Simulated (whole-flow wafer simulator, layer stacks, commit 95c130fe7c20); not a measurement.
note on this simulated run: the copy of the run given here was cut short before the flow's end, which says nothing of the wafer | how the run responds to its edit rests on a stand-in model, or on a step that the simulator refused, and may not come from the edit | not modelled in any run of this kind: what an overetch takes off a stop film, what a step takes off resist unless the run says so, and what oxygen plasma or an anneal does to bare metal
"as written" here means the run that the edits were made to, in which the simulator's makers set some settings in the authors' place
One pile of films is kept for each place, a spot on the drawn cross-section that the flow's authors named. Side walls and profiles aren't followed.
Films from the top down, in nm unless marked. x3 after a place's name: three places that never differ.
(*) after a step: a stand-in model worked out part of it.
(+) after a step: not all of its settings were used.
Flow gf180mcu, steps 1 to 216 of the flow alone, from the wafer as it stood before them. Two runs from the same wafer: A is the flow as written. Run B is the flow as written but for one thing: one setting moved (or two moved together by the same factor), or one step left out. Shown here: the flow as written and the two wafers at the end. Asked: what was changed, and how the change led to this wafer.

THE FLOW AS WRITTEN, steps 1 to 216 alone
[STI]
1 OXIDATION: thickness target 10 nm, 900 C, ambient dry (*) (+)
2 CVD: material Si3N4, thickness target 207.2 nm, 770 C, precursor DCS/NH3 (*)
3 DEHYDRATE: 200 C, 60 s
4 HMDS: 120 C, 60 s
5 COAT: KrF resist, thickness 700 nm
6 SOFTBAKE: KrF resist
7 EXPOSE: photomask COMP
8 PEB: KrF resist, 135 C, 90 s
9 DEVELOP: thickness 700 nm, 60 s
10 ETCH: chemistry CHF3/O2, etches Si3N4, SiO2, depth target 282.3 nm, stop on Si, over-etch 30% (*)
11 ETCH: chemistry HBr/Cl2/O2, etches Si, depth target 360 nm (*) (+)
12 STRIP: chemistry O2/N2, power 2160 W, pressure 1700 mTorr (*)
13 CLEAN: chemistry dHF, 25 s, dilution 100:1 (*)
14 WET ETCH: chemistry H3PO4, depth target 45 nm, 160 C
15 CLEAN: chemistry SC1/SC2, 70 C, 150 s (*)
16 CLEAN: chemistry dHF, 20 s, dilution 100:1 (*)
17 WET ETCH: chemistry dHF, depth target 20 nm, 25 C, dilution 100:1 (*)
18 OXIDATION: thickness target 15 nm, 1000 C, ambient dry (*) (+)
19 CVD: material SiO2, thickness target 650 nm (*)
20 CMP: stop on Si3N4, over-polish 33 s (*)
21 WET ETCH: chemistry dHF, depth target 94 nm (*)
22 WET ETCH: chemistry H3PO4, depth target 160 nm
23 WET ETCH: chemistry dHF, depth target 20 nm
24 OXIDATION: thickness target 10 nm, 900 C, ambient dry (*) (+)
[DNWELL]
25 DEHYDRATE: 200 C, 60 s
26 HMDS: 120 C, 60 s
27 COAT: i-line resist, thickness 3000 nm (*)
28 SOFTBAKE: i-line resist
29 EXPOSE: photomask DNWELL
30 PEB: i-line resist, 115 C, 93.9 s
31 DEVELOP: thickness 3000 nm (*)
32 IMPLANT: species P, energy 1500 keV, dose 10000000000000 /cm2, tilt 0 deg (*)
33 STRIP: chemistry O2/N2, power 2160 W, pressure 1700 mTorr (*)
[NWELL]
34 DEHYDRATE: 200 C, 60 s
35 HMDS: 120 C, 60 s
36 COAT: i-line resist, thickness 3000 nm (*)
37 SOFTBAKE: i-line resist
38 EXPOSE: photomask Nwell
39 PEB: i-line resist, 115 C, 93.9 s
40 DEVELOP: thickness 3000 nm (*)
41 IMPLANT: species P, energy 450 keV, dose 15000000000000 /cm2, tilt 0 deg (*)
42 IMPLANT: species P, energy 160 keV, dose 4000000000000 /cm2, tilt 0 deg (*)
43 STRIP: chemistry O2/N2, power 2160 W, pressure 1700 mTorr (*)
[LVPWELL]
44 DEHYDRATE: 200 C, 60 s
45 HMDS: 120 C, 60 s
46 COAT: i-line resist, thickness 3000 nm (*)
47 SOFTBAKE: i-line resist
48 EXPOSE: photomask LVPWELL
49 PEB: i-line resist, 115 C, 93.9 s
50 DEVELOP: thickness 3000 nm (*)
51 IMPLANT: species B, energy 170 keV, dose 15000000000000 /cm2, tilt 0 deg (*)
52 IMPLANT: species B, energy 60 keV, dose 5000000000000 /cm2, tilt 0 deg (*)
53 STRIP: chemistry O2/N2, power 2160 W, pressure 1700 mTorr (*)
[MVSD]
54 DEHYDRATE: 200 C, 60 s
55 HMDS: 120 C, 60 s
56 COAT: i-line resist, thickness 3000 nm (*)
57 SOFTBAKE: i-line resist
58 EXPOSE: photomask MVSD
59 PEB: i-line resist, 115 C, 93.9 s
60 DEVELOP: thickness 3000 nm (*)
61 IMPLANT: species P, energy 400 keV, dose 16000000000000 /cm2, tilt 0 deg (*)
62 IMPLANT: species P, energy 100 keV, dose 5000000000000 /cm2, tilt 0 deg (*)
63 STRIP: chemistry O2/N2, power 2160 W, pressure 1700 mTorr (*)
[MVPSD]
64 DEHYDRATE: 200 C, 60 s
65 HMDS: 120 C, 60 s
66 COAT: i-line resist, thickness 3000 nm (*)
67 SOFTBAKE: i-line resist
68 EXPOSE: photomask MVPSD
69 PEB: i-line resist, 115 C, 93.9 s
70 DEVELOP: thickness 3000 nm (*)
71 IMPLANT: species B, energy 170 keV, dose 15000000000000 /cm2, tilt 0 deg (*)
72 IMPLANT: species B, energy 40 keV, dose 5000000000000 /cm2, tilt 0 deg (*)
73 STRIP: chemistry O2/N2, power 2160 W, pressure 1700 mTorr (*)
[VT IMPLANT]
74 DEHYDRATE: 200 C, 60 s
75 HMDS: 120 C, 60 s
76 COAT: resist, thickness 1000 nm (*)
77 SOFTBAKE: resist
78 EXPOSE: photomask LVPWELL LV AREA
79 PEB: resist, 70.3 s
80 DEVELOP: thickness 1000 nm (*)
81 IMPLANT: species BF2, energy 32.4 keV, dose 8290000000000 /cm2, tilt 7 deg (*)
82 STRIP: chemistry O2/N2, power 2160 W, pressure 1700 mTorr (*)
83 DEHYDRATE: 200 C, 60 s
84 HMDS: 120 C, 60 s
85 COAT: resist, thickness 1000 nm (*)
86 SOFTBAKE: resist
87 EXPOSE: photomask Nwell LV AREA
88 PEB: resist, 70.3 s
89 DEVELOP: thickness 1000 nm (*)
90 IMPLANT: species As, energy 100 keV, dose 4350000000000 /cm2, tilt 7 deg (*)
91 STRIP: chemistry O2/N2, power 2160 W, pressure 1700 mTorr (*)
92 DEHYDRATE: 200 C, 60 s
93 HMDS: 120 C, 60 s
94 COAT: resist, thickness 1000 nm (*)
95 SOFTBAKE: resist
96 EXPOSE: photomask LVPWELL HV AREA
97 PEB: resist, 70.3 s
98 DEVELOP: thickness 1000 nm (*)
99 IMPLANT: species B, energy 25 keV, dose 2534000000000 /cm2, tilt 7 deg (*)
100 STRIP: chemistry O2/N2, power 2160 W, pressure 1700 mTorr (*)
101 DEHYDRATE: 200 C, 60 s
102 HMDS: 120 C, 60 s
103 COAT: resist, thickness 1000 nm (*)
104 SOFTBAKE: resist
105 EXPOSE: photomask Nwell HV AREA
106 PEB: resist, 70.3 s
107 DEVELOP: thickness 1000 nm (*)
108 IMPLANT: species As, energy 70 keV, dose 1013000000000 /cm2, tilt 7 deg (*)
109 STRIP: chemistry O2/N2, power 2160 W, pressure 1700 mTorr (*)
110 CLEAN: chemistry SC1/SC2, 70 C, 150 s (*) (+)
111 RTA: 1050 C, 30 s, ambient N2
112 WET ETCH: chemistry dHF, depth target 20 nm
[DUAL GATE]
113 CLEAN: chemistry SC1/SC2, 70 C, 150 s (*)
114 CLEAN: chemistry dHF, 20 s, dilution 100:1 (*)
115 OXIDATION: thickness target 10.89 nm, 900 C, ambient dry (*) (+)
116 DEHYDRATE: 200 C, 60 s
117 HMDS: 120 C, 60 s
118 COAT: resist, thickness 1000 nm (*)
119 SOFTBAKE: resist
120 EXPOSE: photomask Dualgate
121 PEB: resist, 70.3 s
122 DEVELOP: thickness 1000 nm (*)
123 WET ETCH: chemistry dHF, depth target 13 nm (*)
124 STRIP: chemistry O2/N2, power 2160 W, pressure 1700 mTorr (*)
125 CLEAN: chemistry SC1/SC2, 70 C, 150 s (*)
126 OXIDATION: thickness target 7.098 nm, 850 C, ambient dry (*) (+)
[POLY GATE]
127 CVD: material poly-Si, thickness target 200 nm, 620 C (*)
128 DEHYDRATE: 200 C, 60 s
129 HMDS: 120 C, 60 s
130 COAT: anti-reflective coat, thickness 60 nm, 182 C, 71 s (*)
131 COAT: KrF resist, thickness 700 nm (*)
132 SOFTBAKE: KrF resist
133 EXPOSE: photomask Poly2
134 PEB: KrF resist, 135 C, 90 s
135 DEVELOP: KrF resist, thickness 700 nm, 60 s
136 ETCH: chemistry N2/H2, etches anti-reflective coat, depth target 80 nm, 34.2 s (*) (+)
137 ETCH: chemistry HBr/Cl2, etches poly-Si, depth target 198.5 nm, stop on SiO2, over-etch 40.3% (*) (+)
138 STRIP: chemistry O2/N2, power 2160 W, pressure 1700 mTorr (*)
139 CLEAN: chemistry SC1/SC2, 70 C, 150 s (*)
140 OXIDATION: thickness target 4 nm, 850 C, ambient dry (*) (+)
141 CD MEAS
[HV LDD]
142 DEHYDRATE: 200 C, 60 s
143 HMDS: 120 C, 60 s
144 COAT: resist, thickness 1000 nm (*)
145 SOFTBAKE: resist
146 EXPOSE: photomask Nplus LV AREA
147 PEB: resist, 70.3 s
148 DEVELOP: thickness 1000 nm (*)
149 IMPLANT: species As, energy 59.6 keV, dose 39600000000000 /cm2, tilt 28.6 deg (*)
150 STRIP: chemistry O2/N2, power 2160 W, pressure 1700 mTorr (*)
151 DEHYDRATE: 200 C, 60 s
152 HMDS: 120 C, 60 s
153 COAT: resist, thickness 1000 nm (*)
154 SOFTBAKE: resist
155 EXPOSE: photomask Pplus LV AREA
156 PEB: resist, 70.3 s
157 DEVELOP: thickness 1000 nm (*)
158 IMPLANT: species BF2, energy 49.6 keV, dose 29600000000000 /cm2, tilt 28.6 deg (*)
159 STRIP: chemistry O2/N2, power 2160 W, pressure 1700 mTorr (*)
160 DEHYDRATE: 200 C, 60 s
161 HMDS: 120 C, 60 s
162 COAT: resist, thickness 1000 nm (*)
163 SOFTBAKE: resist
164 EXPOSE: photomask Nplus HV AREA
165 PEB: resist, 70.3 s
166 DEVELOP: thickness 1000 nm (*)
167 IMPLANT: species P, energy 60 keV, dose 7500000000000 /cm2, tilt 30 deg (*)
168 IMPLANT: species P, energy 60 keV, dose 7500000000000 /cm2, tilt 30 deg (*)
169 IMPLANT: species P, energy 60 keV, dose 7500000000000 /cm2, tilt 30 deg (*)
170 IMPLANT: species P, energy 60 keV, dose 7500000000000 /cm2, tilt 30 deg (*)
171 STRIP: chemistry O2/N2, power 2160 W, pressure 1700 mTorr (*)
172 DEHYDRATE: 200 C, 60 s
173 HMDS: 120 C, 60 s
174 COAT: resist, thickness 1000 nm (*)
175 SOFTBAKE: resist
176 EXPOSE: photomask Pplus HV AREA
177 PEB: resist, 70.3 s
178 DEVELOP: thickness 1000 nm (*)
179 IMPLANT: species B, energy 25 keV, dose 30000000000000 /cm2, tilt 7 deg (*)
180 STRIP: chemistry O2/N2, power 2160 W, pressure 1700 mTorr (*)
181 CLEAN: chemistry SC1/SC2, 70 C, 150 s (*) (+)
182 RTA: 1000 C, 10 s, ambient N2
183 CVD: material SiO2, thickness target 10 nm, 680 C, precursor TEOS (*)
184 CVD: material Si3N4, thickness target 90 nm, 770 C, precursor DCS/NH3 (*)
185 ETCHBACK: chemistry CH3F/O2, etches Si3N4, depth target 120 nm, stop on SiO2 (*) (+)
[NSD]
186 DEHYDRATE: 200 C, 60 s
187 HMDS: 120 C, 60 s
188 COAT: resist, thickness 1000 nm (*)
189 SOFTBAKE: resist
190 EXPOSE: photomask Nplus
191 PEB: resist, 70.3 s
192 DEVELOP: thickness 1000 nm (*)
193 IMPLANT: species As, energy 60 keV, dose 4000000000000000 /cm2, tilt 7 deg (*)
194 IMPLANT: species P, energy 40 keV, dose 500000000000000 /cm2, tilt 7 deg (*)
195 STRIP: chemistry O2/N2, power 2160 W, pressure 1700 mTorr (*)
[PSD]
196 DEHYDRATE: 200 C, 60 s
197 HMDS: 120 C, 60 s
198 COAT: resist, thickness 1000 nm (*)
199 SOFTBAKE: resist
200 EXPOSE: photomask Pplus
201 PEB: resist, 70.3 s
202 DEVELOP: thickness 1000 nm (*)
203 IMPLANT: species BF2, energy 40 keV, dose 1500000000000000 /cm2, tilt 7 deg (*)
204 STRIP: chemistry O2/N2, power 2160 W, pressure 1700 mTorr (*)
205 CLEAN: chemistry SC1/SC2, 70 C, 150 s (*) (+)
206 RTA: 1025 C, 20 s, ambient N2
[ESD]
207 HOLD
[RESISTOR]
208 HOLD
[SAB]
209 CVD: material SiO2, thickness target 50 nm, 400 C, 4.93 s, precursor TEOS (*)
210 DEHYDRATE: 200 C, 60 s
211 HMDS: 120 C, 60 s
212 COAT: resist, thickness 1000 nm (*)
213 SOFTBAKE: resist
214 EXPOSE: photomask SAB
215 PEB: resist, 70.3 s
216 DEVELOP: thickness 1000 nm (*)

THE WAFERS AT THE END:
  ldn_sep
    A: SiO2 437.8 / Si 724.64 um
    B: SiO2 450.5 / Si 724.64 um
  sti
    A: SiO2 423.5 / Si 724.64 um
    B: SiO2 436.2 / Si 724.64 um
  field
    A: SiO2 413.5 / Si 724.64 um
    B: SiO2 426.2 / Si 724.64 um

The cause: step 23, WET ETCH: depth target 10.2 nm was run, where the flow has depth target 20 nm.

How the change led to this, step by step:
  23 WET ETCH: chemistry dHF, depth target 20 nm
      field, field_sub, sti and 34 more: A SiO2 -26 | B SiO2 -13.3
  28 SOFTBAKE: i-line resist
      ldn_fp, ldn_drn: A i-line resist +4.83 | B i-line resist +6.35
      field: A i-line resist +2.45 | B i-line resist +3.37
      (and at 38 more places)
  37 SOFTBAKE: i-line resist
      ldn_fp, ldn_drn: A i-line resist +4.83 | B i-line resist +6.35
      field: A i-line resist +2.45 | B i-line resist +3.37
      (and at 38 more places)
  47 SOFTBAKE: i-line resist
      ldn_fp, ldn_drn: A i-line resist +4.83 | B i-line resist +6.35
      field: A i-line resist +2.45 | B i-line resist +3.37
      (and at 38 more places)
  57 SOFTBAKE: i-line resist
      ldn_fp, ldn_drn: A i-line resist +4.83 | B i-line resist +6.35
      field: A i-line resist +2.45 | B i-line resist +3.37
      (and at 38 more places)
  67 SOFTBAKE: i-line resist
      ldn_fp, ldn_drn: A i-line resist +4.83 | B i-line resist +6.35
      field: A i-line resist +2.45 | B i-line resist +3.37
      (and at 38 more places)
  77 SOFTBAKE: resist
      field_sub__w2: A resist -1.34 | B resist -1.86
      gate_p_hv: A resist +1.75 | B resist +2.42
      (and at 2 more places)
  86 SOFTBAKE: resist
      field_sub__w2: A resist -1.34 | B resist -1.86
      gate_p_hv: A resist +1.75 | B resist +2.42
      (and at 2 more places)
  95 SOFTBAKE: resist
      field_sub__w2: A resist -1.34 | B resist -1.86
      gate_p_hv: A resist +1.75 | B resist +2.42
      (and at 2 more places)
  104 SOFTBAKE: resist
      field_sub__w2: A resist -1.34 | B resist -1.86
      gate_p_hv: A resist +1.75 | B resist +2.42
      (and at 2 more places)
  119 SOFTBAKE: resist
      field_sub: A resist -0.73 | B resist -1.31
      field_sub__w2: A resist -0.62 | B resist -1.13
      (and at 3 more places)
  130 COAT: anti-reflective coat, thickness 60 nm, 182 C, 71 s (*)
      p_well, spacer, sd_n: A anti-reflective coat +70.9 (new film) | B anti-reflective coat +83.1 (new film)
      field: A anti-reflective coat +61.5 (new film) | B anti-reflective coat +57.4 (new film)
      (and at 70 more places)
  136 ETCH: chemistry N2/H2, etches anti-reflective coat, depth target 80 nm, 34.2 s (*) (+)
      p_well, spacer, sd_n: A anti-reflective coat -70.9 (all of it), poly-Si -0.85 | B anti-reflective coat -83.1 (all of it), poly-Si -0.54
      field: A anti-reflective coat -61.5 (all of it), poly-Si -1.09 | B anti-reflective coat -57.4 (all of it), poly-Si -1.2
      (and at 49 more places)
  138 STRIP: chemistry O2/N2, power 2160 W, pressure 1700 mTorr (*)
      gate: A chemical SiO2 +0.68 (new film), KrF resist -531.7 (all of it), anti-reflective coat -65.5 (all of it), poly-Si -0.3 | B chemical SiO2 +0.68 (new film), KrF resist -532.6 (all of it), anti-reflective coat -71 (all of it), poly-Si -0.3
      gate_hv: A chemical SiO2 +0.68 (new film), KrF resist -528.4 (all of it), anti-reflective coat -61 (all of it), poly-Si -0.3 | B chemical SiO2 +0.68 (new film), KrF resist -531.1 (all of it), anti-reflective coat -63.1 (all of it), poly-Si -0.3
      (and at 19 more places)
  145 SOFTBAKE: resist
      field_sub: A resist +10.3 | B resist +9.73
      gate_p_hv: A resist -7.98 | B resist -7.25
      (and at 5 more places)
  154 SOFTBAKE: resist
      field_sub: A resist +10.3 | B resist +9.73
      gate_p_hv: A resist -7.98 | B resist -7.25
      (and at 5 more places)
  ... 5 more steps ...
  213 SOFTBAKE: resist
      field_sub: A resist +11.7 | B resist +11.1
      gate_p_hv: A resist -9.34 | B resist -8.66
      (and at 5 more places)
